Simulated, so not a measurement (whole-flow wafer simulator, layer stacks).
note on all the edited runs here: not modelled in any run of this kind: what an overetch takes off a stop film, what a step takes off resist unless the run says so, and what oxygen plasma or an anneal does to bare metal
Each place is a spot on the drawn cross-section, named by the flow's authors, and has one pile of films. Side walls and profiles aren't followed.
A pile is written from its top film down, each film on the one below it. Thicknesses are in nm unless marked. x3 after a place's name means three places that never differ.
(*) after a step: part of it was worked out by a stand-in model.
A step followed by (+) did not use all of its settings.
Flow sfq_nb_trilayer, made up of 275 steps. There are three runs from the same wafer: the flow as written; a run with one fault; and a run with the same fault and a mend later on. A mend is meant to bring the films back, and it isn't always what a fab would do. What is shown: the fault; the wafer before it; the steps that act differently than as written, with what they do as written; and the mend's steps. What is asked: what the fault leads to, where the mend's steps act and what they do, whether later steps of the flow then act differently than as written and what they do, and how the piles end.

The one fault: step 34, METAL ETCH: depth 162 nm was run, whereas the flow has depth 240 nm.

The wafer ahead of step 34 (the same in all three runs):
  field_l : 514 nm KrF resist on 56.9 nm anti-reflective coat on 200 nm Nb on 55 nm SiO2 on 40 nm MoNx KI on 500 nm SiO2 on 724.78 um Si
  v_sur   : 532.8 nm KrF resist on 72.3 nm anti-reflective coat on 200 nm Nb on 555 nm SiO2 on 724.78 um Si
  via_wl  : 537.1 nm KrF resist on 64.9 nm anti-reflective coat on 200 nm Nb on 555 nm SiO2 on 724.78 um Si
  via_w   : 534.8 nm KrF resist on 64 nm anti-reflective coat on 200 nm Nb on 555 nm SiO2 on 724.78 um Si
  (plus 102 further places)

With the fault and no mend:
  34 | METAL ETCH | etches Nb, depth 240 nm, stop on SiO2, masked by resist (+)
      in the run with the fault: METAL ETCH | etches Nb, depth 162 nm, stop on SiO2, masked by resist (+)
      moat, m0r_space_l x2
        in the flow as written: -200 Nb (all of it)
        in the run with the fault: -162 Nb
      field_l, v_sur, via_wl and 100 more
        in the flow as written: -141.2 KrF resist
        in the run with the fault: -95.3 KrF resist
  Steps further on in the flow that do not act as written:
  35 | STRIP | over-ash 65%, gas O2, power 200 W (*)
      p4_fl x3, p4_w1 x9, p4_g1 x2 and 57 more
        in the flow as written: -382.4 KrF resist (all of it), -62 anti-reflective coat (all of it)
        in the run with the fault: -428.3 KrF resist (all of it), -62 anti-reflective coat (all of it)
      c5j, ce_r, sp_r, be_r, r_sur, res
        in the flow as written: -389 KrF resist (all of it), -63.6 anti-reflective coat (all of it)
        in the run with the fault: -434.9 KrF resist (all of it), -63.6 anti-reflective coat (all of it)
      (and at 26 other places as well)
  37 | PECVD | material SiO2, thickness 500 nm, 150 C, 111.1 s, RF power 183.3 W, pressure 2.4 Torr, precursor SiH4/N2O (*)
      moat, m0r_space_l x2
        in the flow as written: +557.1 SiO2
        in the run with the fault: +519.1 SiO2 (new film)
  The piles end different from the flow's at moat, m0r_space_l x2 by more than 2% or 0.5 nm, whichever is larger.
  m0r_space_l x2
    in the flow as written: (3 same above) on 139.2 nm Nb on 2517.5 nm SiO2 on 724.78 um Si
    in the run with the fault: (3 same above) on 139.2 nm Nb on 1924.5 nm SiO2 on 38 nm Nb on 555 nm SiO2 on 724.78 um Si
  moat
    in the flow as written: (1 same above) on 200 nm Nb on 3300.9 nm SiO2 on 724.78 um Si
    in the run with the fault: (1 same above) on 200 nm Nb on 2707.9 nm SiO2 on 38 nm Nb on 555 nm SiO2 on 724.78 um Si

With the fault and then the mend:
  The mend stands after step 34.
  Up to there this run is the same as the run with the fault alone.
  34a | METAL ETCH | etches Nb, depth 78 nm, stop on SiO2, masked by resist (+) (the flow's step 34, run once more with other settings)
      field_l, v_sur, via_wl and 100 more
        -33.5 KrF resist
      moat, m0r_space_l x2
        -38 Nb (all of it)
  Steps further on in the flow that do not act as written:
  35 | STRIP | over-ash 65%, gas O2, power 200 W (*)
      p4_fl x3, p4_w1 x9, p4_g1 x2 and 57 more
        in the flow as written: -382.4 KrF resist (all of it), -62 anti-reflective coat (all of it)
        in the run with the mend: -394.7 KrF resist (all of it), -62 anti-reflective coat (all of it)
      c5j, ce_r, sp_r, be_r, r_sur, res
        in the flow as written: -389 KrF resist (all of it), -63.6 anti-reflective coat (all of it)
        in the run with the mend: -401.4 KrF resist (all of it), -63.6 anti-reflective coat (all of it)
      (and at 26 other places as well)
  By the end, the piles equal the flow's at every place that both follow.
